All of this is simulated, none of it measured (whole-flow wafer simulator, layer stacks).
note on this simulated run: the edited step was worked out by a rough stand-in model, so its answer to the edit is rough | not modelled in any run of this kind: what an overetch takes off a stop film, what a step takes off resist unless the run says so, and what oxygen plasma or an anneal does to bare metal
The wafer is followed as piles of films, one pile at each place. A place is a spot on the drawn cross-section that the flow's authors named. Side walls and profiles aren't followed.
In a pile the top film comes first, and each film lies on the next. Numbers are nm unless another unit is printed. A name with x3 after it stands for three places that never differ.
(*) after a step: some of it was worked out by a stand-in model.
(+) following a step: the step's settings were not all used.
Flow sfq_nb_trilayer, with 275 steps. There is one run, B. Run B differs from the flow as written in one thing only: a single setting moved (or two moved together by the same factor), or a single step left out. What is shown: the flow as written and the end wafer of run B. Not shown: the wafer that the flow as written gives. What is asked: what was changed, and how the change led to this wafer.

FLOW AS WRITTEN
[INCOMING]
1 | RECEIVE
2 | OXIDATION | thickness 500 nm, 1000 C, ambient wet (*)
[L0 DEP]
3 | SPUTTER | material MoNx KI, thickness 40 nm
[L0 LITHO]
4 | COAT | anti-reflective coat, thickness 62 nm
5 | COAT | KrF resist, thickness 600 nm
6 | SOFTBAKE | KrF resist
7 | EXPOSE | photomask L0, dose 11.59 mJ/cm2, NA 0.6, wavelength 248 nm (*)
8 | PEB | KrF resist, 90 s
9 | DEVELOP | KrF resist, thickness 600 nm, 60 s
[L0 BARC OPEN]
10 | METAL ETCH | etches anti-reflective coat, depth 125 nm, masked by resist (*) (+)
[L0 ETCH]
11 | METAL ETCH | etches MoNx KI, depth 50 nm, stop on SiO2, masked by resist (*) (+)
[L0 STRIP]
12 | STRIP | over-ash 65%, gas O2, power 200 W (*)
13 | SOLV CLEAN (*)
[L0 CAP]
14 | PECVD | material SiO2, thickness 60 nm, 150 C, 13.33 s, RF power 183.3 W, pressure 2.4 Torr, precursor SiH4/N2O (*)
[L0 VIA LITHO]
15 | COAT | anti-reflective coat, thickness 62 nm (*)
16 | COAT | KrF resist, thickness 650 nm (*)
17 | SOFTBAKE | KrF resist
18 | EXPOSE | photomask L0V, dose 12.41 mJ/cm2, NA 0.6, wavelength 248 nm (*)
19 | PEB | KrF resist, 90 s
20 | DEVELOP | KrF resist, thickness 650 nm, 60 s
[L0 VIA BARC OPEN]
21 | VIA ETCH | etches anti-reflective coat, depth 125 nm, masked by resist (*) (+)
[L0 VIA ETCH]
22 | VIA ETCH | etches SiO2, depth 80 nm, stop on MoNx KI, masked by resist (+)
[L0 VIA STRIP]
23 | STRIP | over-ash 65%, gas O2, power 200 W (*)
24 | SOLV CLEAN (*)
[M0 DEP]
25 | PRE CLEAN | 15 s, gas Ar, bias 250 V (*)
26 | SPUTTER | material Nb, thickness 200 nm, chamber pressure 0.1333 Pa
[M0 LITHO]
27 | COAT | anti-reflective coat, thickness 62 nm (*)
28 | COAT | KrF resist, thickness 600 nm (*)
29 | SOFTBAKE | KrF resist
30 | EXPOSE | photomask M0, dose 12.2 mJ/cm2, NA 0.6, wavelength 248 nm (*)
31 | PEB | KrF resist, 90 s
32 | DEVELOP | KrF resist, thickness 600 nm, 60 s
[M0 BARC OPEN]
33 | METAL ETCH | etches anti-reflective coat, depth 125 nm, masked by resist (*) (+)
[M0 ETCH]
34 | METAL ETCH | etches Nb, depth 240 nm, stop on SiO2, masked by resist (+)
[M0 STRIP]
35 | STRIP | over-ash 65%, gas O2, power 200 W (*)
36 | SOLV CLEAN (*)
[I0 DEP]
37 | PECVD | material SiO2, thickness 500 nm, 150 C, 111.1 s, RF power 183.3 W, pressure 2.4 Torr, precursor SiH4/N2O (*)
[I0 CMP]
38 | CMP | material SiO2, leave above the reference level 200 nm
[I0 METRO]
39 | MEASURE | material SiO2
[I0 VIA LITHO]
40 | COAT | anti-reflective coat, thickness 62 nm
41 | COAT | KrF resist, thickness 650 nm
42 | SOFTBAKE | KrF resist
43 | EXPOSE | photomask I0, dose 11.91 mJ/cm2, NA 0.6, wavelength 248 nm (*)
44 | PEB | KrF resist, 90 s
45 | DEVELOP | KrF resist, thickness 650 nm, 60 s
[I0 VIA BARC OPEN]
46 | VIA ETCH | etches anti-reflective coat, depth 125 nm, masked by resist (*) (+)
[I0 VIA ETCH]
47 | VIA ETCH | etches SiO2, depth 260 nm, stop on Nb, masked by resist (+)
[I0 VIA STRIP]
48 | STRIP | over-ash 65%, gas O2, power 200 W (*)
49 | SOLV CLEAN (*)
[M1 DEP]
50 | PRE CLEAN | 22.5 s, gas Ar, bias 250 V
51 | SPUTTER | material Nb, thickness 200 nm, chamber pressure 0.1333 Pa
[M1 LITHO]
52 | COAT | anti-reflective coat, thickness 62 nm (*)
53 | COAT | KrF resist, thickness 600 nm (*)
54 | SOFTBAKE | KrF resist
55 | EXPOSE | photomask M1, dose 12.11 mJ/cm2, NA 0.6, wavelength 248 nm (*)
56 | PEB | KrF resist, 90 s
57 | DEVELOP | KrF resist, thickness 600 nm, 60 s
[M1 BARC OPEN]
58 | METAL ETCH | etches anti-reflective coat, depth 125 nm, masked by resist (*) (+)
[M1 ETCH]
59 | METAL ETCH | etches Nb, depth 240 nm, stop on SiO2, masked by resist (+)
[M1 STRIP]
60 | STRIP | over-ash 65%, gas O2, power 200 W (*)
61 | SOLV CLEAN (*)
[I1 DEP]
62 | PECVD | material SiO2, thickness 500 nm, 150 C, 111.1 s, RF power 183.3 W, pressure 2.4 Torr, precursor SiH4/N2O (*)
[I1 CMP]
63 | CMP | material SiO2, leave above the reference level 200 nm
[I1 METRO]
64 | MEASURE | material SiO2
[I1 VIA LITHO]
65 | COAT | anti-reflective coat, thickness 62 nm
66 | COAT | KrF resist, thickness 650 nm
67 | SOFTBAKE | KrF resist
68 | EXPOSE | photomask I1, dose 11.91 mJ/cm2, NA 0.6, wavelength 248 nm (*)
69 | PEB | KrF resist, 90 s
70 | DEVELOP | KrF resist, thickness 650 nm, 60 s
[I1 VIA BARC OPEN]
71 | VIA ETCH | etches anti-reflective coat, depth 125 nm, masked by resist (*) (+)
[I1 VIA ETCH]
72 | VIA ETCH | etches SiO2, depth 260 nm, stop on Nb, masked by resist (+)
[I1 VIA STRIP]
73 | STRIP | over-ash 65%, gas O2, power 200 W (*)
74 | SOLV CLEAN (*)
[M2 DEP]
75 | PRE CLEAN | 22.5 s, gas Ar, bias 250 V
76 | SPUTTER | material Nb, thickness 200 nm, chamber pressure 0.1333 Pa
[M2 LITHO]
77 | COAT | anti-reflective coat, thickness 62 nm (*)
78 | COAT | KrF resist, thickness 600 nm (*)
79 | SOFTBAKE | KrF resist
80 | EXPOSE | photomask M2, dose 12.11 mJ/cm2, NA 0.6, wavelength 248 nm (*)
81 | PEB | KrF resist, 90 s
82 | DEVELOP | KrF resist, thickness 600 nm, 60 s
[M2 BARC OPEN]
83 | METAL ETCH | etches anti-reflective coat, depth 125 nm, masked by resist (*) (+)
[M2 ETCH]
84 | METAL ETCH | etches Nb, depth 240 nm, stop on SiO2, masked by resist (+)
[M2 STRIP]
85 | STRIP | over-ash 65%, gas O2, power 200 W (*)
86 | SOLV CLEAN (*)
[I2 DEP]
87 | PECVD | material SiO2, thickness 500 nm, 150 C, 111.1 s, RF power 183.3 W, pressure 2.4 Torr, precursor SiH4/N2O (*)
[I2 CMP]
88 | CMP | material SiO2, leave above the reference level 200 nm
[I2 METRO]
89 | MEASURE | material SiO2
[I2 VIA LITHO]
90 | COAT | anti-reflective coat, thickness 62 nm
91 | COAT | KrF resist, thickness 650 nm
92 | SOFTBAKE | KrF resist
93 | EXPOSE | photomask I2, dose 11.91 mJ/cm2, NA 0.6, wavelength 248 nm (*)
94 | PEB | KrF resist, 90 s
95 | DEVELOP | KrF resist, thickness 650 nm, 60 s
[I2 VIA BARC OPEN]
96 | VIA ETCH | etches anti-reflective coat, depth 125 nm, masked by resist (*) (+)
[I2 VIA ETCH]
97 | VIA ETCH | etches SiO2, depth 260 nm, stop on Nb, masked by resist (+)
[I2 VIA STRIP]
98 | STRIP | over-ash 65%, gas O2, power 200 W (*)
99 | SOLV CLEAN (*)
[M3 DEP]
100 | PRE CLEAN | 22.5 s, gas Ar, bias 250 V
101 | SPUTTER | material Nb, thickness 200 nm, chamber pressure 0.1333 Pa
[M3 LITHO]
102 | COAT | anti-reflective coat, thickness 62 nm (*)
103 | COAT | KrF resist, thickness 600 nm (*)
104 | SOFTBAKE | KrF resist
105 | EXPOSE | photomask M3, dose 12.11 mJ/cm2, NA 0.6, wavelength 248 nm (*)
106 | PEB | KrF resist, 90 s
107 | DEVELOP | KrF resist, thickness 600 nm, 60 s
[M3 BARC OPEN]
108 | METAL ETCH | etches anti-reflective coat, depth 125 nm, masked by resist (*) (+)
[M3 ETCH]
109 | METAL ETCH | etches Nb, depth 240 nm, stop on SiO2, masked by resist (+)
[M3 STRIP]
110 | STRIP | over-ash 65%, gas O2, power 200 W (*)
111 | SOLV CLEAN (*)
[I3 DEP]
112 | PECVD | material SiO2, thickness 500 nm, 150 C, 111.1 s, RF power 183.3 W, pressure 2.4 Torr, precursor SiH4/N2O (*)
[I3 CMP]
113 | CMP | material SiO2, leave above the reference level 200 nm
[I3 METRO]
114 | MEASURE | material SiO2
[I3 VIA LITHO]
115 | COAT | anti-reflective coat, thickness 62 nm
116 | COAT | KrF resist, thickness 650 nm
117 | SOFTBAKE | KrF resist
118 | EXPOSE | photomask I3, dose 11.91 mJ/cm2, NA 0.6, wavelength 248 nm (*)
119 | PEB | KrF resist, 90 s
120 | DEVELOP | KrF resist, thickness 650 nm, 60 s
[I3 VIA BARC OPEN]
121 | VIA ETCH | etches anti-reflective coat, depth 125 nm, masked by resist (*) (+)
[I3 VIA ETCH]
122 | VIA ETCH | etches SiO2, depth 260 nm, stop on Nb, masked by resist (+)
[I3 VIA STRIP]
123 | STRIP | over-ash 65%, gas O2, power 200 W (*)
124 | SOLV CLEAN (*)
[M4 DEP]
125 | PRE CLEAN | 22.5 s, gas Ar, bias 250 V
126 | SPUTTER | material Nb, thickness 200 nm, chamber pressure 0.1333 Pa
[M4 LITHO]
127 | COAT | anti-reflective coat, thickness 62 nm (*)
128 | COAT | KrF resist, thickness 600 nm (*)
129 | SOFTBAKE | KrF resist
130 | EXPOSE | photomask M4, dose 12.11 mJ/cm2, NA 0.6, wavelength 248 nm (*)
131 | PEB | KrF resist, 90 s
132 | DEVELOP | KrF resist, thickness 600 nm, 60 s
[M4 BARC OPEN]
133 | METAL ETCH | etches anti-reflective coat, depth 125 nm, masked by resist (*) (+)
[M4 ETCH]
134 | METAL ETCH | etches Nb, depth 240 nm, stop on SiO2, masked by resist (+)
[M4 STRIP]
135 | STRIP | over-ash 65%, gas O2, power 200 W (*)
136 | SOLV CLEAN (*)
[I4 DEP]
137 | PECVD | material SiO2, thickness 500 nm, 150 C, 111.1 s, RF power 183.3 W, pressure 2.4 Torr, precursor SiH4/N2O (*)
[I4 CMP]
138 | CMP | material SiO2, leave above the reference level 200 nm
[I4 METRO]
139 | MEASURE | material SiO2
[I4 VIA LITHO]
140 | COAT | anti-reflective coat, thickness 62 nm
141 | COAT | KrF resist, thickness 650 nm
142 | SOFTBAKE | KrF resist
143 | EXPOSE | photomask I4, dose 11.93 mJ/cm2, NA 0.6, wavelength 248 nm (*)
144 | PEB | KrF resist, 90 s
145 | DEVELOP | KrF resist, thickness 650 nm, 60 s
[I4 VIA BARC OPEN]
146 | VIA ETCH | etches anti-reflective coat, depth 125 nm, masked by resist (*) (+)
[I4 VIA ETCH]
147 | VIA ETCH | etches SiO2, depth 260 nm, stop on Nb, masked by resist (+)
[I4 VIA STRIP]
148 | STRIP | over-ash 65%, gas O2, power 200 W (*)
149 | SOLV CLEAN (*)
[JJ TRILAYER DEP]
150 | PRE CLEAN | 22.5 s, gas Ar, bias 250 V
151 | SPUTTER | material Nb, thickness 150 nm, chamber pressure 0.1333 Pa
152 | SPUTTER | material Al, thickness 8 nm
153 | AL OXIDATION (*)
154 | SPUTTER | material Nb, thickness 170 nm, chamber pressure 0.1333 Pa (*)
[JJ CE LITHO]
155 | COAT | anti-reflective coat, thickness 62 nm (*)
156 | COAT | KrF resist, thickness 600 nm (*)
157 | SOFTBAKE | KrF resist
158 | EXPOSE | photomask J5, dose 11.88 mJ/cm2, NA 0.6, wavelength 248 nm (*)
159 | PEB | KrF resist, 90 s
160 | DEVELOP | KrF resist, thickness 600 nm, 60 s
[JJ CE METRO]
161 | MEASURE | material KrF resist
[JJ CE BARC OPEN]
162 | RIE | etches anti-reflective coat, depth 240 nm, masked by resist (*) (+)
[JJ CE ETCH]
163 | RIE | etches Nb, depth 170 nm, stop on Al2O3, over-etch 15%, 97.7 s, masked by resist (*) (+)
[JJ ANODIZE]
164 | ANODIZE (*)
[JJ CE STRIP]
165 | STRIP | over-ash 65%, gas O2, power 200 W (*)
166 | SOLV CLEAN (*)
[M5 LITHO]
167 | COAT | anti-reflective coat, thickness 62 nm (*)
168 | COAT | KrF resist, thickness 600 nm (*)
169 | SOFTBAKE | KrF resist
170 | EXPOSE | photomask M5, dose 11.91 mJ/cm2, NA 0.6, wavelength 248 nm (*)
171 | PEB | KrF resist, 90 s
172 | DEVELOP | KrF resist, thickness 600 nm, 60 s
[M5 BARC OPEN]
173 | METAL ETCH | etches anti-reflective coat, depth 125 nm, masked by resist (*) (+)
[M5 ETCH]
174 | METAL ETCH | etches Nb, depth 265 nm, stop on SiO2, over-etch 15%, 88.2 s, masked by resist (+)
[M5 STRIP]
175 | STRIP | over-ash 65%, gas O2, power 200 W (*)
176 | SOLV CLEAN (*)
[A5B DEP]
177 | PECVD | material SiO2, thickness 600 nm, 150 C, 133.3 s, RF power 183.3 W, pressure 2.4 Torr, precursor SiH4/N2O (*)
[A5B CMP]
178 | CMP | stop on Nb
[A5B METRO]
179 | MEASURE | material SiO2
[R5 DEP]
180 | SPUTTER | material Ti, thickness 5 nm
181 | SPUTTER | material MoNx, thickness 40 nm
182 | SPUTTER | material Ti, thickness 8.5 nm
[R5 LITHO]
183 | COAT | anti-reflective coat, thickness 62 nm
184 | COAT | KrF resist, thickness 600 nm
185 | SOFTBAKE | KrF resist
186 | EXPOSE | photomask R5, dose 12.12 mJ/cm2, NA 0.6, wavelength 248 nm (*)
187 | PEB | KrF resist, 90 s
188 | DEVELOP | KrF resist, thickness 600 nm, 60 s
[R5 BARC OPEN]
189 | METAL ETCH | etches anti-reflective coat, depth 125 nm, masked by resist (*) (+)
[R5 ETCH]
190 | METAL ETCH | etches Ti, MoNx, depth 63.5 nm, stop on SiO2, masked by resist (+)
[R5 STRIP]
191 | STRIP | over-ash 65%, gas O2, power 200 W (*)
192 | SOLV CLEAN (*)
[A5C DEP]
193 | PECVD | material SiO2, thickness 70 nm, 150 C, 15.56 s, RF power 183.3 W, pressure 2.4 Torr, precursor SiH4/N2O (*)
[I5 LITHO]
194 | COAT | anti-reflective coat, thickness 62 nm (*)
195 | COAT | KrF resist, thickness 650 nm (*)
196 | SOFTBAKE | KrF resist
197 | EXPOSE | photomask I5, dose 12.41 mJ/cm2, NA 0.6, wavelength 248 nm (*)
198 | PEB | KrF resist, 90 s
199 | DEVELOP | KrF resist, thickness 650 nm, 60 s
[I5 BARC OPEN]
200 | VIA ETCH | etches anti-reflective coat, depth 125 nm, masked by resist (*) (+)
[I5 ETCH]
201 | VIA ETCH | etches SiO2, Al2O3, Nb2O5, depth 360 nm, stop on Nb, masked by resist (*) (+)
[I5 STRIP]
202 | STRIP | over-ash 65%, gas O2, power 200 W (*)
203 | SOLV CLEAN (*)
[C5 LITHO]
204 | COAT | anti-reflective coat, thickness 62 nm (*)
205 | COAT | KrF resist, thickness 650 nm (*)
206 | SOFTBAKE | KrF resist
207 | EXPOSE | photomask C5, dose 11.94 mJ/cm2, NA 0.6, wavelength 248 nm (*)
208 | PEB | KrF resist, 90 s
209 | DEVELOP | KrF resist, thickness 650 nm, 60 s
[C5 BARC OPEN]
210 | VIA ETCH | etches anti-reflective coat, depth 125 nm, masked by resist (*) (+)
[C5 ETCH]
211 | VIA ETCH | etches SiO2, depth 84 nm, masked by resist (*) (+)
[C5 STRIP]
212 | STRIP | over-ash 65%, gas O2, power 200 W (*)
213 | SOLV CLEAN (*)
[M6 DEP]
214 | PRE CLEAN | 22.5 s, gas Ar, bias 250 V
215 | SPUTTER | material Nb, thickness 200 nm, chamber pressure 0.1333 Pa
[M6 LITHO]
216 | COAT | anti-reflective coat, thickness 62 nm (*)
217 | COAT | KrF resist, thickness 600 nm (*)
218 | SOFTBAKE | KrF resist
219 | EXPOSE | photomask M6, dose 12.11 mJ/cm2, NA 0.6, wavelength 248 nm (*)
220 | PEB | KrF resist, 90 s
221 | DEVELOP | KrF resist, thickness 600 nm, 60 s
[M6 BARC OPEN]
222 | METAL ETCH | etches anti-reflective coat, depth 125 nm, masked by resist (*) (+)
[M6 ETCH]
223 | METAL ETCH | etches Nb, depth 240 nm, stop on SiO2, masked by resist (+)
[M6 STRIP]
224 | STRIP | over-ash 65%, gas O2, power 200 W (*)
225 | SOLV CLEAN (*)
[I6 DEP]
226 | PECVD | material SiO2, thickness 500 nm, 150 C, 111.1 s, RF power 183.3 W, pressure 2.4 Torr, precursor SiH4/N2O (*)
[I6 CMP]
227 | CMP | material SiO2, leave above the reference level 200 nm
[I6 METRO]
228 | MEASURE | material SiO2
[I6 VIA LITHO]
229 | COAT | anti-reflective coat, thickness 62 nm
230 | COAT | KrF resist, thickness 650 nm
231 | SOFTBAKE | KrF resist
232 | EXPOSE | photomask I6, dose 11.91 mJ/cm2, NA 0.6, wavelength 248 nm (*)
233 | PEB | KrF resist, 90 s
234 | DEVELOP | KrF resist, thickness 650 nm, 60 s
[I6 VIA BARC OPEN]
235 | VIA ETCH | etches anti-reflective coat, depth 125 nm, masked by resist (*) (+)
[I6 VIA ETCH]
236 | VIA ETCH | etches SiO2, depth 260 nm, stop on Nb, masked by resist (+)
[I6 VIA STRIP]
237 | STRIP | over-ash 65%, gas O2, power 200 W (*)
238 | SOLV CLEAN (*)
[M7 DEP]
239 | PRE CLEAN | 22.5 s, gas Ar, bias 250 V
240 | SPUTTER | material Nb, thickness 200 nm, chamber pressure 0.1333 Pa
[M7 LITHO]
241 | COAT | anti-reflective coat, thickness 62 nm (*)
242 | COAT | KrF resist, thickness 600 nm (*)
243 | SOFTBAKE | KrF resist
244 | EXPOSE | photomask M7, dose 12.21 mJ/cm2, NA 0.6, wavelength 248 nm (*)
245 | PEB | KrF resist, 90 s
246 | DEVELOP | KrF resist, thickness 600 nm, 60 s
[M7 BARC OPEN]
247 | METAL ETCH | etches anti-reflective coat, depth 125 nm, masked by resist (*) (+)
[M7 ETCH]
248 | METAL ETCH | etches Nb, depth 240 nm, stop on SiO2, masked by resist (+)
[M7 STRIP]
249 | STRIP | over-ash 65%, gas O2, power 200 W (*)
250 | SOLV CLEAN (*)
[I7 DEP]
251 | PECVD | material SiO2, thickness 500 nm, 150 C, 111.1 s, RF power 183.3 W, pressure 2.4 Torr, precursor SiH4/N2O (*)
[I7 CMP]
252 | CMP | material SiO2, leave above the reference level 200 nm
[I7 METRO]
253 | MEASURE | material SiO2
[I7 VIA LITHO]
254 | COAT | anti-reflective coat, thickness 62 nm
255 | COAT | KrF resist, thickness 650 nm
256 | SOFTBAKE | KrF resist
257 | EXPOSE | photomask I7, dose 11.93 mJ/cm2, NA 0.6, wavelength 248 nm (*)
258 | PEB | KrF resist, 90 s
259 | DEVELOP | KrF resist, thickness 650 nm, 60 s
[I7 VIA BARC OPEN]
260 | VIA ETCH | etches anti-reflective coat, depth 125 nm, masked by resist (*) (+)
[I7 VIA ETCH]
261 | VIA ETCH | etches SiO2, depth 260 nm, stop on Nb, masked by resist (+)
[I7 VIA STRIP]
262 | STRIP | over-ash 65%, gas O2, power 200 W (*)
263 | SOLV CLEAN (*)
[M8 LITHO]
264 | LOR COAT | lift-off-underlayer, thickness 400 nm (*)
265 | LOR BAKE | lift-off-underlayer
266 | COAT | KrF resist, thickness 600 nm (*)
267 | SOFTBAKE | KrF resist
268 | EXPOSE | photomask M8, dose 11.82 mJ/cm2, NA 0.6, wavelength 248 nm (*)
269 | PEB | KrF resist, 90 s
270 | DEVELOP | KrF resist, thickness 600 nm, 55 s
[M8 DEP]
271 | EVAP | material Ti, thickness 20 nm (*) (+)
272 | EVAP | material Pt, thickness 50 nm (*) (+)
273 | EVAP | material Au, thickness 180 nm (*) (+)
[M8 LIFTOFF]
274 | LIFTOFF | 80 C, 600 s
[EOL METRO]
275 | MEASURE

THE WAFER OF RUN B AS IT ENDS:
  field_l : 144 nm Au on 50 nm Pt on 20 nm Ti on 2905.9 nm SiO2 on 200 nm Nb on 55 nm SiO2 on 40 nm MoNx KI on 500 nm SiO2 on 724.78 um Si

Cause: step 273, EVAP: thickness 144 nm was run, though the flow has thickness 180 nm.
One can read it off the wafer: field_l has Au 144, and step 273 as written asks for 180 nm.

How this came from the change, step by step:
  273 | EVAP | material Au, thickness 180 nm (*) (+)
      field_l, v_sur, via_wl and 103 more: +144 Au (new film) (it would be, as written: +180 Au (new film))
  274 | LIFTOFF | 80 C, 600 s
      p4_fl, p4_fm, p4_w1 and 71 more: -144 Au (all of it), -50 Pt (all of it), -20 Ti (all of it), -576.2 KrF resist (all of it), -400 lift-off-underlayer (all of it) (it would be, as written: -180 Au (all of it), -50 Pt (all of it), -20 Ti (all of it), -576.2 KrF resist (all of it), -400 lift-off-underlayer (all of it))
      c5j, ce_r: -144 Au (all of it), -50 Pt (all of it), -20 Ti (all of it), -573.3 KrF resist (all of it), -399.3 lift-off-underlayer (all of it) (it would be, as written: -180 Au (all of it), -50 Pt (all of it), -20 Ti (all of it), -573.3 KrF resist (all of it), -399.3 lift-off-underlayer (all of it))
      (also at 19 further places)
